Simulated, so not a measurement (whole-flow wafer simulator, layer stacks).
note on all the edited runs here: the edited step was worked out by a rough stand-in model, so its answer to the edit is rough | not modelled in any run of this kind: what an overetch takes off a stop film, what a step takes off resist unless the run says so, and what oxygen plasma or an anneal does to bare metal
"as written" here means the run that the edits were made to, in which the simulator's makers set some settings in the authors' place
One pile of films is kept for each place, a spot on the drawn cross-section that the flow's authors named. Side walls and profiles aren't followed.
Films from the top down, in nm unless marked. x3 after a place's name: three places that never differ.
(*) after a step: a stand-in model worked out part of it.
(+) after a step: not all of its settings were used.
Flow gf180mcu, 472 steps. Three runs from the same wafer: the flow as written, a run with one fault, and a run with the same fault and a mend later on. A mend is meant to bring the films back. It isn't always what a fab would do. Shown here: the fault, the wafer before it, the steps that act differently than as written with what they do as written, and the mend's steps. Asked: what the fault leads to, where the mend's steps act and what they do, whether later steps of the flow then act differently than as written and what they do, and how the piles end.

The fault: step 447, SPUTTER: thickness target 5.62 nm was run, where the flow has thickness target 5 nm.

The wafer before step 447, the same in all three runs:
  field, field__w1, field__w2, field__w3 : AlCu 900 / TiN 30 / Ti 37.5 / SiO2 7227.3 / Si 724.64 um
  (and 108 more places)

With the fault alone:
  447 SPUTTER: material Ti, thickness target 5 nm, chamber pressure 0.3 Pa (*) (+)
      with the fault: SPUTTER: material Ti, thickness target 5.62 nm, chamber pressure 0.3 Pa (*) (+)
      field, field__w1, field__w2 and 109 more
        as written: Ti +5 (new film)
        with the fault: Ti +5.62 (new film)
  Later steps of the flow that act differently than as written (5 more steps differ only slightly, by at most 2% or 0.5 nm, whichever is larger, and aren't shown):
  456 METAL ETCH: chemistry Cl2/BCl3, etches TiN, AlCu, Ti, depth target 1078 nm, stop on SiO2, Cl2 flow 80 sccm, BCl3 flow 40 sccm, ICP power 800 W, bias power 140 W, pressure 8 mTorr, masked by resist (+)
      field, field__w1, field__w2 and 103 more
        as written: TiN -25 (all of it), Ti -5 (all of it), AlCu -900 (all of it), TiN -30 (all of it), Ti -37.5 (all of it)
        with the fault: TiN -25 (all of it), Ti -5.62 (all of it), AlCu -900 (all of it), TiN -30 (all of it), Ti -37.5 (all of it)
  At the end the piles differ from the flow's by more than 2% or 0.5 nm, whichever is larger, at field__w8, contact, m1, m1__w1, pad, m1_nw.
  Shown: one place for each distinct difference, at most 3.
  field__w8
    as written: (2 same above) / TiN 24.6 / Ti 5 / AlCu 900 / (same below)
    with the fault: (2 same above) / TiN 24.6 / Ti 5.62 / AlCu 900 / (same below)
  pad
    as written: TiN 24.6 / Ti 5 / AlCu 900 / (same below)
    with the fault: TiN 24.6 / Ti 5.62 / AlCu 900 / (same below)

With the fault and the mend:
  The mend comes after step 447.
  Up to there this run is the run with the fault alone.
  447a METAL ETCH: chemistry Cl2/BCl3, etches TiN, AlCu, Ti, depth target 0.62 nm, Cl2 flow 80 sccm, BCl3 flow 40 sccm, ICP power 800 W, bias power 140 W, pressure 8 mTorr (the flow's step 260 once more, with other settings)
      field, field__w1, field__w2 and 109 more
        Ti -0.62
  No later step of the flow acts differently than as written at any place that is followed.
  At the end the piles are the same as the flow's at every place that both follow.
